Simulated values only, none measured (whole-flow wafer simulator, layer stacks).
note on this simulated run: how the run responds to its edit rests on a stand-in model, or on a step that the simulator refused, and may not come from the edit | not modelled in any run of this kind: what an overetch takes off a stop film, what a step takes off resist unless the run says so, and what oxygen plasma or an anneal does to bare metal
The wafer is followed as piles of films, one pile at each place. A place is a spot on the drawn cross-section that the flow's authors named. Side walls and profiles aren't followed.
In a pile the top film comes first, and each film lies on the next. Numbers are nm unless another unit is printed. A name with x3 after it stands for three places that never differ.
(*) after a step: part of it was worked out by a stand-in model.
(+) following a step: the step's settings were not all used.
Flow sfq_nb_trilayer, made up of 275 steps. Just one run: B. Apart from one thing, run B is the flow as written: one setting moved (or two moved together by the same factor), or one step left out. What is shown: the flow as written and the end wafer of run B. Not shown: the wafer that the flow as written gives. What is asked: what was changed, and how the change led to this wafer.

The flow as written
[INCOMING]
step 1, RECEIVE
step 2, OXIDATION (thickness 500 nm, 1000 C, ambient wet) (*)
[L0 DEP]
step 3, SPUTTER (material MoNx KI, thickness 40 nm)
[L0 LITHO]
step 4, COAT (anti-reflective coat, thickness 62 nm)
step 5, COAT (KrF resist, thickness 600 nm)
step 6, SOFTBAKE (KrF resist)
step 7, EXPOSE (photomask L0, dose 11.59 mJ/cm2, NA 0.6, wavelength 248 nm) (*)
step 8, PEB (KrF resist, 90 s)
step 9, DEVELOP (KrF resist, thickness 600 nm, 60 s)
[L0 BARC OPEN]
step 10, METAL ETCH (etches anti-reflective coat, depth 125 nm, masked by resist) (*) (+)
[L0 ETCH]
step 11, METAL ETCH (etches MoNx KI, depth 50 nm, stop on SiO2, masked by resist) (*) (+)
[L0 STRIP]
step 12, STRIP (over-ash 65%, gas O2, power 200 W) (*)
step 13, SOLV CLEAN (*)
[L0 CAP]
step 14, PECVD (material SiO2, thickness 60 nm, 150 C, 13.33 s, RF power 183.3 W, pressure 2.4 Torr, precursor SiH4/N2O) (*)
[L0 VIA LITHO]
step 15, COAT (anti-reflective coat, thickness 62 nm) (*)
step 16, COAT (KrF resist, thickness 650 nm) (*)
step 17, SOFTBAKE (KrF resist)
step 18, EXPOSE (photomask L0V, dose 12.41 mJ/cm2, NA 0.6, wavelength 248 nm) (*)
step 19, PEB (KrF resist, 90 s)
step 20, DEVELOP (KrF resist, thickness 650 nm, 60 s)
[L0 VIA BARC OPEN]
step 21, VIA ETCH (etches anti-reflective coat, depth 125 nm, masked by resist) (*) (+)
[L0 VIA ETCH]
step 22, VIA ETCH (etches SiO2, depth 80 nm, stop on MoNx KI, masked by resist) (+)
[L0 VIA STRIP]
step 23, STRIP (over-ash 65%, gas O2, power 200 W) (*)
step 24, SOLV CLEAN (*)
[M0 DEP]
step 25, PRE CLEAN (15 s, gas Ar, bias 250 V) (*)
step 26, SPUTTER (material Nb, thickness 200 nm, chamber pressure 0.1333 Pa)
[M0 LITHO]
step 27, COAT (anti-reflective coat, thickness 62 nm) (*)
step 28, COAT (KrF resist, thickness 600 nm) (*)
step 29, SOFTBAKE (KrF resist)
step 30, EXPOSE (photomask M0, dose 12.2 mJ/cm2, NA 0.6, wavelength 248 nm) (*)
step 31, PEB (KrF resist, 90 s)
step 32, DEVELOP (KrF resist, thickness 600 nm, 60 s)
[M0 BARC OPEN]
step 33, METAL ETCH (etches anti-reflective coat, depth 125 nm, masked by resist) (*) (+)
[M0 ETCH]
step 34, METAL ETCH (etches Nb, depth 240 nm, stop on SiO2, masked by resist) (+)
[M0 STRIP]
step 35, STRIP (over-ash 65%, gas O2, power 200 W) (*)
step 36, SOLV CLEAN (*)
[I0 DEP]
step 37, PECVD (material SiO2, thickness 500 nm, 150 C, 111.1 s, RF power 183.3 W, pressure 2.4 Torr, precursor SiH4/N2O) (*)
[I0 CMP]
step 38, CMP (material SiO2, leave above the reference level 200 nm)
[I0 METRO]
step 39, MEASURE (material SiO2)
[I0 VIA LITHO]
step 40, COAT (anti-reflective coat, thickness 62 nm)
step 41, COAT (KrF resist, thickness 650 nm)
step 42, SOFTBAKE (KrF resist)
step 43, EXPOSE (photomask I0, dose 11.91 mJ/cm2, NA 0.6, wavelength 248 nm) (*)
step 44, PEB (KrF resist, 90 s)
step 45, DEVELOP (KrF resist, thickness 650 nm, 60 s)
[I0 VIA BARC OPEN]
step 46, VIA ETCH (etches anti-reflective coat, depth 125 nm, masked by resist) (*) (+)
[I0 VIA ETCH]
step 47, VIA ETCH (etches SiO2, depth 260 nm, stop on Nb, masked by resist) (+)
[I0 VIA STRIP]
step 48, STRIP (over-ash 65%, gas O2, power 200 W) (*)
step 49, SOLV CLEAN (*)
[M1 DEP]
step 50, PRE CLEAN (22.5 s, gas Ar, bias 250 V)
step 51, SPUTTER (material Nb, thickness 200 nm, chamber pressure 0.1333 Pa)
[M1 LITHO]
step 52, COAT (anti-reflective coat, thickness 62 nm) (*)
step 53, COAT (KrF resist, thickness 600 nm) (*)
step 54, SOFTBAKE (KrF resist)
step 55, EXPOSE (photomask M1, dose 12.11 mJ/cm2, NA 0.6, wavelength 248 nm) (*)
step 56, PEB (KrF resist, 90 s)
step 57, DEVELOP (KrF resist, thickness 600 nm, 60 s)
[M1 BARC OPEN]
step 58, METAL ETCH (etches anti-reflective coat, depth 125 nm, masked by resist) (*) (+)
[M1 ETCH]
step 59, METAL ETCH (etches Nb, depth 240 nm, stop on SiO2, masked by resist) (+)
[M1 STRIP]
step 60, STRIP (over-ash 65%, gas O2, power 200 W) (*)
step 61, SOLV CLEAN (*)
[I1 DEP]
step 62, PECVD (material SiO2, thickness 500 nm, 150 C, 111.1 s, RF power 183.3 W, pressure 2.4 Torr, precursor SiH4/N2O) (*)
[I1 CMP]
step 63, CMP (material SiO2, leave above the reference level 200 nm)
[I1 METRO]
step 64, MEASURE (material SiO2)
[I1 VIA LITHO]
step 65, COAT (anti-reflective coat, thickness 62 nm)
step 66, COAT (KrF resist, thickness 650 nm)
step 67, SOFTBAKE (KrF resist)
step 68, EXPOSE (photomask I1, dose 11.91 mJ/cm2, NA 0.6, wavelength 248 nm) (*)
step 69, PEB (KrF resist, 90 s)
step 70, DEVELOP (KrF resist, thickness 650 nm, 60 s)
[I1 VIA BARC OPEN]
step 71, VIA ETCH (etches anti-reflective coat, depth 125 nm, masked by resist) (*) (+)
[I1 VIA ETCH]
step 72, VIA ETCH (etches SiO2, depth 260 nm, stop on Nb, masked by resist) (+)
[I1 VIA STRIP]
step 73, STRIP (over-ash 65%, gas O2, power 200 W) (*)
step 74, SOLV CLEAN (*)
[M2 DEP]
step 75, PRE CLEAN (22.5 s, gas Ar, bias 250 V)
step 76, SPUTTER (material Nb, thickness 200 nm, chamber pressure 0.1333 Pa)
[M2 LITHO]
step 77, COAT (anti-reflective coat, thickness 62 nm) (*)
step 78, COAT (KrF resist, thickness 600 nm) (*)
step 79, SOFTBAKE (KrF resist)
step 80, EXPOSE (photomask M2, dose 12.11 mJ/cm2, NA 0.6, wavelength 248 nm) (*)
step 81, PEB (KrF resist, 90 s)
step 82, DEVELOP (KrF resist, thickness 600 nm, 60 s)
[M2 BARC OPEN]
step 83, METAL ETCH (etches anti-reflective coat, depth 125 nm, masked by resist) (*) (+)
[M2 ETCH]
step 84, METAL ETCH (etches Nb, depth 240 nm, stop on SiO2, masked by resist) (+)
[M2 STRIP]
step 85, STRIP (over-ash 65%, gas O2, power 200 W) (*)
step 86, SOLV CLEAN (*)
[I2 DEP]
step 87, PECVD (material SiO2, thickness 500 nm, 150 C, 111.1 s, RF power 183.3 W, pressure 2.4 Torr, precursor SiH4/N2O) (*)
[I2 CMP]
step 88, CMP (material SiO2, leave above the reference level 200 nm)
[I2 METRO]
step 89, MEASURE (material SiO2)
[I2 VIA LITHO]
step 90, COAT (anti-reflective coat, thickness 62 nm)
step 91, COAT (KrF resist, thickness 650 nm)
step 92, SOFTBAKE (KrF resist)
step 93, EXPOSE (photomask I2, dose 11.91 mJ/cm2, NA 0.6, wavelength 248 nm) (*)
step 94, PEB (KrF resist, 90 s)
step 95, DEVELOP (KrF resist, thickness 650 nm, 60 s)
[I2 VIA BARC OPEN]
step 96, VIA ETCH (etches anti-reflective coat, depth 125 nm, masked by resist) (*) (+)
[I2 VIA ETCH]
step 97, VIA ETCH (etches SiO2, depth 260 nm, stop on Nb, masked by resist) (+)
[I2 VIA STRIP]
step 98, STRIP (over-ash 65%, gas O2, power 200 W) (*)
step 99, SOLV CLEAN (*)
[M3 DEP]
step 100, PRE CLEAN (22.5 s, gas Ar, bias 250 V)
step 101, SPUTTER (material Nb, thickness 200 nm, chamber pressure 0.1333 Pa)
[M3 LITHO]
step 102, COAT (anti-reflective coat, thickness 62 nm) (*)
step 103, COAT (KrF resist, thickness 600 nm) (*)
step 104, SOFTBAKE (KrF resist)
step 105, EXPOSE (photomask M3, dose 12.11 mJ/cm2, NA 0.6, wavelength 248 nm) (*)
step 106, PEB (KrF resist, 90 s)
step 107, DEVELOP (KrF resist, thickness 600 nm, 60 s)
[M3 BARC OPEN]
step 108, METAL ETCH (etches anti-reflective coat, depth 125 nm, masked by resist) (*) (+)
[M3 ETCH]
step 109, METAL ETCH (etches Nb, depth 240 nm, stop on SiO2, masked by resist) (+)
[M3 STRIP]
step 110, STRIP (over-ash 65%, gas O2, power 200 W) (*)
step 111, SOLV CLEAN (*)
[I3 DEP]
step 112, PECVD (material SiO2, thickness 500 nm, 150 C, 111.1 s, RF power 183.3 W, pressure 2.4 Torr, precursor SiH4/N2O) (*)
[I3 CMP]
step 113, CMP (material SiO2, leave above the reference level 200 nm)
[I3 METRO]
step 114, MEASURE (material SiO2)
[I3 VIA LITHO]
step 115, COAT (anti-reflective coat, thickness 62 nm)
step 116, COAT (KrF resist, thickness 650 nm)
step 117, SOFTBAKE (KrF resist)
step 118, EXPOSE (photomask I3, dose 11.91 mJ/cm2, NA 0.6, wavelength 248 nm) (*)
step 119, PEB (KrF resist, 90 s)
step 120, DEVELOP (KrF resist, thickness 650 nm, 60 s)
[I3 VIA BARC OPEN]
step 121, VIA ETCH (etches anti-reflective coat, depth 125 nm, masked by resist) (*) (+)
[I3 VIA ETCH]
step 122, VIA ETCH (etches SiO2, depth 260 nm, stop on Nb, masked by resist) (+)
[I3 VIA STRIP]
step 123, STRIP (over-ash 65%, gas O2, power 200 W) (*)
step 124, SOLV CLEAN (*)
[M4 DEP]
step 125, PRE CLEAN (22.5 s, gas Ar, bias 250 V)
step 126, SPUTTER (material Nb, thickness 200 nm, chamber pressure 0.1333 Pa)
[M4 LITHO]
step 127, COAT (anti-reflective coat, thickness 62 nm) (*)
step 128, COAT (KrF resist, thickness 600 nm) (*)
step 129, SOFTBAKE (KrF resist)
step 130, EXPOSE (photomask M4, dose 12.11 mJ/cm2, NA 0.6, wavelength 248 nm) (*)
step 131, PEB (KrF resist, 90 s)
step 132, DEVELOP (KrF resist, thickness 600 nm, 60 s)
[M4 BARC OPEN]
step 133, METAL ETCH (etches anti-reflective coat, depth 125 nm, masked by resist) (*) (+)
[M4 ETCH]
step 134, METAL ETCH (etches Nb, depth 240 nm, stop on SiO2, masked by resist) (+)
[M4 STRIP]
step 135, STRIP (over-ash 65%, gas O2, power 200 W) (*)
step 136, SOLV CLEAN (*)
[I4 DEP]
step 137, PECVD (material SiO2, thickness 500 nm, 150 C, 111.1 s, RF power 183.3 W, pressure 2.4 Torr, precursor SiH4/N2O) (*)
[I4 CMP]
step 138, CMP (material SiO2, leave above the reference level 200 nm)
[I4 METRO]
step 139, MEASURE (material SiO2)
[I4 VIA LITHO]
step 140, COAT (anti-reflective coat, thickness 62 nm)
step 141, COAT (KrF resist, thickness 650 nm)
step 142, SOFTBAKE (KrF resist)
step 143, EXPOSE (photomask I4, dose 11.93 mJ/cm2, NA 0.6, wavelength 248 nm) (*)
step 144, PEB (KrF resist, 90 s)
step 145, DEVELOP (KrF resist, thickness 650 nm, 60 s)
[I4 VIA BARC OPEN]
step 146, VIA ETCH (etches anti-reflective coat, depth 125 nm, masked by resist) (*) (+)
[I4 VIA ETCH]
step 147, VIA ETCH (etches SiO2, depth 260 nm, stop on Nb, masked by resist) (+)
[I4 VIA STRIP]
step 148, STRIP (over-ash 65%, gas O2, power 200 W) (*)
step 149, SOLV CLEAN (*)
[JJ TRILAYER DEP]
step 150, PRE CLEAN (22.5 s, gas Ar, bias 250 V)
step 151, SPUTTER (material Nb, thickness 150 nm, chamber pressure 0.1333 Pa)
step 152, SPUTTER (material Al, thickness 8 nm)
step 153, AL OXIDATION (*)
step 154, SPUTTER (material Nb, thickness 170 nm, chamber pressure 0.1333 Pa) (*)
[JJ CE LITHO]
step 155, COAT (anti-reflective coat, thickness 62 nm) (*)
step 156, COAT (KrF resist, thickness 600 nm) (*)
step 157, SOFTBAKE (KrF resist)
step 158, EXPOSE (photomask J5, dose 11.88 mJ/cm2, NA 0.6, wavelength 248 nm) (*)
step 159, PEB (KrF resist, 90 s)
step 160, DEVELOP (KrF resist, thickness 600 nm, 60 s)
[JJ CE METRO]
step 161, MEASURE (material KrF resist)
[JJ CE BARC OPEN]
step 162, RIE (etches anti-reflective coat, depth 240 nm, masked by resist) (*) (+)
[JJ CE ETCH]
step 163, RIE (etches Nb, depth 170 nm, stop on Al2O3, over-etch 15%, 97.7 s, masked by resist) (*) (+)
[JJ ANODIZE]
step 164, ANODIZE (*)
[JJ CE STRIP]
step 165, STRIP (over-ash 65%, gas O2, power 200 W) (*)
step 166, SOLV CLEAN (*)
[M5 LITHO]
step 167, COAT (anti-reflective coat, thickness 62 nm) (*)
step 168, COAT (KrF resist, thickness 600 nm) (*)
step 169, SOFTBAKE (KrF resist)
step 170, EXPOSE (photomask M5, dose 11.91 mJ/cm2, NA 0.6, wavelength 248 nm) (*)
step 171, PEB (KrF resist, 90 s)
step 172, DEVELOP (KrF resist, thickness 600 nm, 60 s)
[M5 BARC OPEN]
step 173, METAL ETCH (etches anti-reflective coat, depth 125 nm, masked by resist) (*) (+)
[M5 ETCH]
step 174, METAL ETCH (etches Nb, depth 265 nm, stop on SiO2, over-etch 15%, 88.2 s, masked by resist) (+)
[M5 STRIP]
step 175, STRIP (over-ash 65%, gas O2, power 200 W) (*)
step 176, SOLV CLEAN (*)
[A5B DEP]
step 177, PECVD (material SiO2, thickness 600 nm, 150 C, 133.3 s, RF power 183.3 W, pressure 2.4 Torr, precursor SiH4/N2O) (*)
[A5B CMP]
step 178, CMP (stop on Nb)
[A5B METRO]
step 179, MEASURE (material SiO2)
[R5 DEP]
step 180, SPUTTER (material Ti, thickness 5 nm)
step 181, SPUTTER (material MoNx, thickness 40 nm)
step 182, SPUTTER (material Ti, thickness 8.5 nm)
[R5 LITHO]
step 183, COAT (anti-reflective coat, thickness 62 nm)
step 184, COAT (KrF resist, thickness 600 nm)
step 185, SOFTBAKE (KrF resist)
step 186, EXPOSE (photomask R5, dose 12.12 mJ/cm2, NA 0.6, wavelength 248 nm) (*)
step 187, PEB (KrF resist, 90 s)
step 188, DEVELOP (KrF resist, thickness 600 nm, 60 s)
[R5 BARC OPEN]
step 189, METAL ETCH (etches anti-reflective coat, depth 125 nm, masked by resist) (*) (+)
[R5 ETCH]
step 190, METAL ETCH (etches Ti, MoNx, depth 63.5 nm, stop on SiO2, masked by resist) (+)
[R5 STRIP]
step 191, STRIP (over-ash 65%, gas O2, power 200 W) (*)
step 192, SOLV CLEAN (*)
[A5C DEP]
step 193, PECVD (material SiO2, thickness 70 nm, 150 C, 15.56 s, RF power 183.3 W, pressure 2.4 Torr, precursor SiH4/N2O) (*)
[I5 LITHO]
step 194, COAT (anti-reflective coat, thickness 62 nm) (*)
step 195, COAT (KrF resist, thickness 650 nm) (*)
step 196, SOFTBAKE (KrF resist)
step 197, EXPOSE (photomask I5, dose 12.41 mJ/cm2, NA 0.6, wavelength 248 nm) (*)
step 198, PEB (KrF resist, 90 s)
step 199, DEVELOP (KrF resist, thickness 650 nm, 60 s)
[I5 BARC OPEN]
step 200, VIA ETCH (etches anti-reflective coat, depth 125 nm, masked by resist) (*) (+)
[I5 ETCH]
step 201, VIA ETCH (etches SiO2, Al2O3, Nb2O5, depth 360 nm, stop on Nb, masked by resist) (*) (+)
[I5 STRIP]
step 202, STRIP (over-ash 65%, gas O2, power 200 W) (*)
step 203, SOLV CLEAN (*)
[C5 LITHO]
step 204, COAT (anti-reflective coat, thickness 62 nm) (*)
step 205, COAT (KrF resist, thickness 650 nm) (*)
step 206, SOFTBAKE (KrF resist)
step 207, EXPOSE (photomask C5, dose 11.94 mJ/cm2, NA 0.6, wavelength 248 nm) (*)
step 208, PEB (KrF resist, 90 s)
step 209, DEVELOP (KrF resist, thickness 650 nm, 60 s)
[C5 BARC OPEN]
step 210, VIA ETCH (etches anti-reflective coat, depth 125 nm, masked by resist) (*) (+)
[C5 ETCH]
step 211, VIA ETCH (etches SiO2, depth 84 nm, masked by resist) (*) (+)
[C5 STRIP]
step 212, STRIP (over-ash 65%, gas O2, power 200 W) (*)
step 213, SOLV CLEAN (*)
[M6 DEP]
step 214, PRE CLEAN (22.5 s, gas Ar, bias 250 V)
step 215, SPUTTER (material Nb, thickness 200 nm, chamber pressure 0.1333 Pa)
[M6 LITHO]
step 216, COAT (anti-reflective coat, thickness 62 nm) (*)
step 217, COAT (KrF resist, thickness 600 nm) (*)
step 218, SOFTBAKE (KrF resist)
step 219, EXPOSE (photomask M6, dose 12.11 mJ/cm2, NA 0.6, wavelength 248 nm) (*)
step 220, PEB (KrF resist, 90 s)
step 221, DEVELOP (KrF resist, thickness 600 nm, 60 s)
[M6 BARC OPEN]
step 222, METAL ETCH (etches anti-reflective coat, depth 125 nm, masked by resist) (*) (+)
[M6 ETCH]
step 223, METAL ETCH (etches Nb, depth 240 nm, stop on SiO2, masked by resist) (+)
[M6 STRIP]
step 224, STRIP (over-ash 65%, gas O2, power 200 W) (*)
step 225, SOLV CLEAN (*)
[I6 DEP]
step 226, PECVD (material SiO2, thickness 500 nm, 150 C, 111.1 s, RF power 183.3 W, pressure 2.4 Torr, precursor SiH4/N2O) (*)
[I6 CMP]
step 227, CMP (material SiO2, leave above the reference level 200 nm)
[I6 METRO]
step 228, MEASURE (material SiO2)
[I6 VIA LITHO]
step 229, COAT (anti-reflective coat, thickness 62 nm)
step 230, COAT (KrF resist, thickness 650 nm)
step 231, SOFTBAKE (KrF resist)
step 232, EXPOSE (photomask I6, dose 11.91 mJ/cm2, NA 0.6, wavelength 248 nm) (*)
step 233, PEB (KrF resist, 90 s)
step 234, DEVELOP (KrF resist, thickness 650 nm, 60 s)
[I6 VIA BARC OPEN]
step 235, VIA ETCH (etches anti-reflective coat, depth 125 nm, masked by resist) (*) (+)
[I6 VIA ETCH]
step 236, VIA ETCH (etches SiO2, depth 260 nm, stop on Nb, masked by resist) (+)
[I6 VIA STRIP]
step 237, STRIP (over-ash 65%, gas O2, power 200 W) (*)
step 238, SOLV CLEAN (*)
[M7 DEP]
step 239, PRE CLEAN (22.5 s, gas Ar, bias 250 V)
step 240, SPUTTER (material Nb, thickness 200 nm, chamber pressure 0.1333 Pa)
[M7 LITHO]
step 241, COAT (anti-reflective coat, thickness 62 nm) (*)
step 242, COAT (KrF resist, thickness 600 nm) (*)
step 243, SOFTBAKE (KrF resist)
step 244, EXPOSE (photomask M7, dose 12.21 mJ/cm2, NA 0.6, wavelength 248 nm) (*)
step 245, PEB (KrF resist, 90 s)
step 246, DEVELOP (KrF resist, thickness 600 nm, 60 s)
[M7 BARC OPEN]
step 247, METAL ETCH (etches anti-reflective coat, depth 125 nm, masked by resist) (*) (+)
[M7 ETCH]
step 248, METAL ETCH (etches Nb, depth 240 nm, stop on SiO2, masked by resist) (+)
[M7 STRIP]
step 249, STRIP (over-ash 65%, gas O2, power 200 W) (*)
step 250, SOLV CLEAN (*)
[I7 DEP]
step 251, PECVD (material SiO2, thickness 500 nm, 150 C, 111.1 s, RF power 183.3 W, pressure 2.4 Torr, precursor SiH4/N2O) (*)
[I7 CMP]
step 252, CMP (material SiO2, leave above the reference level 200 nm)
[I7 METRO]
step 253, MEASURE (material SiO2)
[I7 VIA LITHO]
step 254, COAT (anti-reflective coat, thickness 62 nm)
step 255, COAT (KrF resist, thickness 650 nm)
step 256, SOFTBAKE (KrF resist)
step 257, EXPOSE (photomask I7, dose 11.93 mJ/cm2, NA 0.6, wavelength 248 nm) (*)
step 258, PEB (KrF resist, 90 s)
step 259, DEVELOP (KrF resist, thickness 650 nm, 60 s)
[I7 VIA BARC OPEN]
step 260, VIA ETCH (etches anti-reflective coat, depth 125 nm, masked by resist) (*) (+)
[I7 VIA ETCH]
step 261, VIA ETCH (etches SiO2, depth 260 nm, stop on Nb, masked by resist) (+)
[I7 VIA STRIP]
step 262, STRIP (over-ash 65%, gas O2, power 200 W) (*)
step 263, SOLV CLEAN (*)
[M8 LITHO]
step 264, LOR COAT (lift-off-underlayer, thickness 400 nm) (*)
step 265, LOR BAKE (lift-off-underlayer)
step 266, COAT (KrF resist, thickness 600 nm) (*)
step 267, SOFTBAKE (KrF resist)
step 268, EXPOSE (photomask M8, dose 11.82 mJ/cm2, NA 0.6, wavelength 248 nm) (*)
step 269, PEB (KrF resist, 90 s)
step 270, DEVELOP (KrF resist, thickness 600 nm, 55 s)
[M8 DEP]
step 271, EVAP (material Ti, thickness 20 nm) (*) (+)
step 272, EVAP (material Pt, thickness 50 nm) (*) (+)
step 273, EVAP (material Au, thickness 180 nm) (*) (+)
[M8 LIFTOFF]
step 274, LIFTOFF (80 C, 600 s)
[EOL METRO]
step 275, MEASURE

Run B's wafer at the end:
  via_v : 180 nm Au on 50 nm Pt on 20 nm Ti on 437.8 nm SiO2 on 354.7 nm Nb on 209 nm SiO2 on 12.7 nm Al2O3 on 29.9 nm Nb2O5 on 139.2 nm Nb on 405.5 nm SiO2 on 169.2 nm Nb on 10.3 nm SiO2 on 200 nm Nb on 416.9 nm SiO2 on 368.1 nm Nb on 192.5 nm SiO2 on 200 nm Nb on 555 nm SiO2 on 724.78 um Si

The reason: step 122, VIA ETCH: depth 182 nm was run, whereas the flow has depth 260 nm.

How this came from the change, step by step:
  step 122, VIA ETCH (etches SiO2, depth 260 nm, stop on Nb, masked by resist) (+)
      via_v: -182 SiO2 (as written it would have been: -199.8 SiO2 (all of it))
      field_l, v_sur, via_wl and 102 more: -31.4 KrF resist (as written it would have been: -44.8 KrF resist)
  step 123, STRIP (over-ash 65%, gas O2, power 200 W) (*)
      field_l, v_sur, via_wl and 102 more: -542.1 KrF resist (all of it), -62 anti-reflective coat (all of it) (as written it would have been: -528.6 KrF resist (all of it), -62 anti-reflective coat (all of it))
  step 125, PRE CLEAN (22.5 s, gas Ar, bias 250 V)
      via_v: -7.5 SiO2 (as written it would have been: -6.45 Nb)
  step 126, SPUTTER (material Nb, thickness 200 nm, chamber pressure 0.1333 Pa)
      via_v: +169.2 Nb (new film) (as written it would have been: +165.5 Nb)
  step 127, COAT (anti-reflective coat, thickness 62 nm) (*)
      via_v: +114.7 anti-reflective coat (new film) (as written it would have been: +124.8 anti-reflective coat (new film))
      wire: +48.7 anti-reflective coat (new film) (as written it would have been: +50.2 anti-reflective coat (new film))
  step 135, STRIP (over-ash 65%, gas O2, power 200 W) (*)
      via_v: -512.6 KrF resist (all of it), -114.7 anti-reflective coat (all of it) (as written it would have been: -521.8 KrF resist (all of it), -124.8 anti-reflective coat (all of it))
      wire: -376.4 KrF resist (all of it), -48.7 anti-reflective coat (all of it) (as written it would have been: -374.5 KrF resist (all of it), -50.2 anti-reflective coat (all of it))
  step 137, PECVD (material SiO2, thickness 500 nm, 150 C, 111.1 s, RF power 183.3 W, pressure 2.4 Torr, precursor SiH4/N2O) (*)
      via_v: +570 SiO2 (new film) (as written it would have been: +615 SiO2 (new film))
  step 138, CMP (material SiO2, leave above the reference level 200 nm)
      via_v: -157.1 SiO2 (as written it would have been: -181.6 SiO2)
Taking metal films that touch as one body, via_v has 7 bodies (between them, from the top down: SiO2 437.8; SiO2 209 / Al2O3 12.7 / Nb2O5 29.9; SiO2 405.5; SiO2 10.3; SiO2 416.9; SiO2 192.5); the flow as written gives 6 bodies (between them, from the top down: SiO2 437.8; SiO2 209 / Al2O3 12.7 / Nb2O5 29.9; SiO2 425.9; SiO2 416.9; SiO2 192.5).
